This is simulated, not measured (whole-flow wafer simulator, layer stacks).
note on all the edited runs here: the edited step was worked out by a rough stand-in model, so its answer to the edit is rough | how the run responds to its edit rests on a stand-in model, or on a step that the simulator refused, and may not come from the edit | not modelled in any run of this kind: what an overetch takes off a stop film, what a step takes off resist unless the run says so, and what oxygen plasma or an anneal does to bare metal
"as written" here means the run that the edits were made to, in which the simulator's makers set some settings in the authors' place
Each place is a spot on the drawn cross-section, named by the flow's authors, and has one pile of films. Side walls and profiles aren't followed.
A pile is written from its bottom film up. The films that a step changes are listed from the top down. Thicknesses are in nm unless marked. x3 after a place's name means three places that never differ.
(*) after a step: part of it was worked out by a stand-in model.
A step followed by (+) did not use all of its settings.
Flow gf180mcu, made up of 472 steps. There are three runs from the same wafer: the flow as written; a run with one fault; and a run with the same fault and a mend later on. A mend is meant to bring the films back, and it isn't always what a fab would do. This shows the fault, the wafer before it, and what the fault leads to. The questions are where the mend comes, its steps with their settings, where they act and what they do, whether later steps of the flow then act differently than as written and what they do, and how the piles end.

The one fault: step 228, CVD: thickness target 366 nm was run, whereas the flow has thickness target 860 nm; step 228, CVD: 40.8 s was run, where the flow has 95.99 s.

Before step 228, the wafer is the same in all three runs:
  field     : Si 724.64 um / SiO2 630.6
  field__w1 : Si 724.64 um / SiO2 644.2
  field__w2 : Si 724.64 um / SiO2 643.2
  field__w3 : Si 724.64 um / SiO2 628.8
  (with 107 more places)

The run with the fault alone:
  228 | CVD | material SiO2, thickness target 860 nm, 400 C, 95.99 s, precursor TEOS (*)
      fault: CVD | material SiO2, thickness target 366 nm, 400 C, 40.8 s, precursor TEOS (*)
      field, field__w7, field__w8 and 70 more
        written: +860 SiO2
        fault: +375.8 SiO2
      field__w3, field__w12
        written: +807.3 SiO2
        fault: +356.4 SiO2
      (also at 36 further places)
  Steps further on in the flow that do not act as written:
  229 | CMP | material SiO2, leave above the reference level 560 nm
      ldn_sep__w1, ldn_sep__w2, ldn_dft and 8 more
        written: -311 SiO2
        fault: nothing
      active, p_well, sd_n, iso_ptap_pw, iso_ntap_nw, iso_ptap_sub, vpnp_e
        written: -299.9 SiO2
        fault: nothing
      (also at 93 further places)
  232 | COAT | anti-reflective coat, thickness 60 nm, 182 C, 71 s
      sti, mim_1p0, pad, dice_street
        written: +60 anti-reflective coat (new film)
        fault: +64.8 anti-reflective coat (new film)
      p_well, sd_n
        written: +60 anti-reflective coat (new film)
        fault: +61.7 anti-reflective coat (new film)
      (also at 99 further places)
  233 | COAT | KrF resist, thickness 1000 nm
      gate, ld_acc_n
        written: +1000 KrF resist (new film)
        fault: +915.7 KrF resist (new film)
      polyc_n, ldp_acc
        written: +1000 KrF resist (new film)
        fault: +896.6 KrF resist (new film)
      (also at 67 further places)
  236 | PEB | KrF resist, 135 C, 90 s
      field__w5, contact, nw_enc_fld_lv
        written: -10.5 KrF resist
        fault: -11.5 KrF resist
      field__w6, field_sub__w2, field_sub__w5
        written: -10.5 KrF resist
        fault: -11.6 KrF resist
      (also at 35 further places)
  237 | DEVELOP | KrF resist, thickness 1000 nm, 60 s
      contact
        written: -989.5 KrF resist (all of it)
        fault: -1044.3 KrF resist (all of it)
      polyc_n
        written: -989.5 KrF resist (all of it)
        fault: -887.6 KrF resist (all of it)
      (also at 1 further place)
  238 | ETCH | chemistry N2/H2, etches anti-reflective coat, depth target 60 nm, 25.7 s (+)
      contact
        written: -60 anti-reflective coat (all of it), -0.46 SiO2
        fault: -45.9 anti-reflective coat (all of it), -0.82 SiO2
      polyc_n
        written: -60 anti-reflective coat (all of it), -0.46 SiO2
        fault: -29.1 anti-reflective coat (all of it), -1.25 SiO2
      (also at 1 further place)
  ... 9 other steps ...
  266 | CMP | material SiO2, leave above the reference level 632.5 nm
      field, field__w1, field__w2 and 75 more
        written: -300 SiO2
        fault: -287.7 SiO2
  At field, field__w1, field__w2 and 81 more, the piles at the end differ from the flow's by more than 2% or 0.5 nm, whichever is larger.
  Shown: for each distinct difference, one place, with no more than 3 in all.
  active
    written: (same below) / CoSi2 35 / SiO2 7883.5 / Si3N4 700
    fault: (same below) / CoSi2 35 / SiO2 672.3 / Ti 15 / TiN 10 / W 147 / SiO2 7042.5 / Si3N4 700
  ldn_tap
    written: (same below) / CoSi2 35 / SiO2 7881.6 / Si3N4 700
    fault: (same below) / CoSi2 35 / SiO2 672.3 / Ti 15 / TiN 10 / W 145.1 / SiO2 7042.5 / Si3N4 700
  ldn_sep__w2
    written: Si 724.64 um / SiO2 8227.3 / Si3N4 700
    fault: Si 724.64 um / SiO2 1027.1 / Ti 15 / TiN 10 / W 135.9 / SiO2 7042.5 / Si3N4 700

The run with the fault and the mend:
  The mend follows step 228.
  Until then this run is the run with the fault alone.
  228a | CVD | material SiO2, thickness target 494 nm, 400 C, 55.14 s, precursor TEOS (*) (the flow's step 228, run once more with other settings)
      field, field__w7, field__w8 and 72 more
        +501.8 SiO2
      field__w1, contact, active_hv
        +492.3 SiO2
      field_sub, field_sub__w2, sd_p
        +487.9 SiO2
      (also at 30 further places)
  Steps further on in the flow that do not act as written:
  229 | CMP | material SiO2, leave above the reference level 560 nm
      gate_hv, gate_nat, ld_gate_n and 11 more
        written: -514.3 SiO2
        mend: -531.9 SiO2
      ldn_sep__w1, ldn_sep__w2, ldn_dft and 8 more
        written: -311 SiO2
        mend: -328.6 SiO2
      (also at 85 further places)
  At every place that both follow, the piles at the end match the flow's.
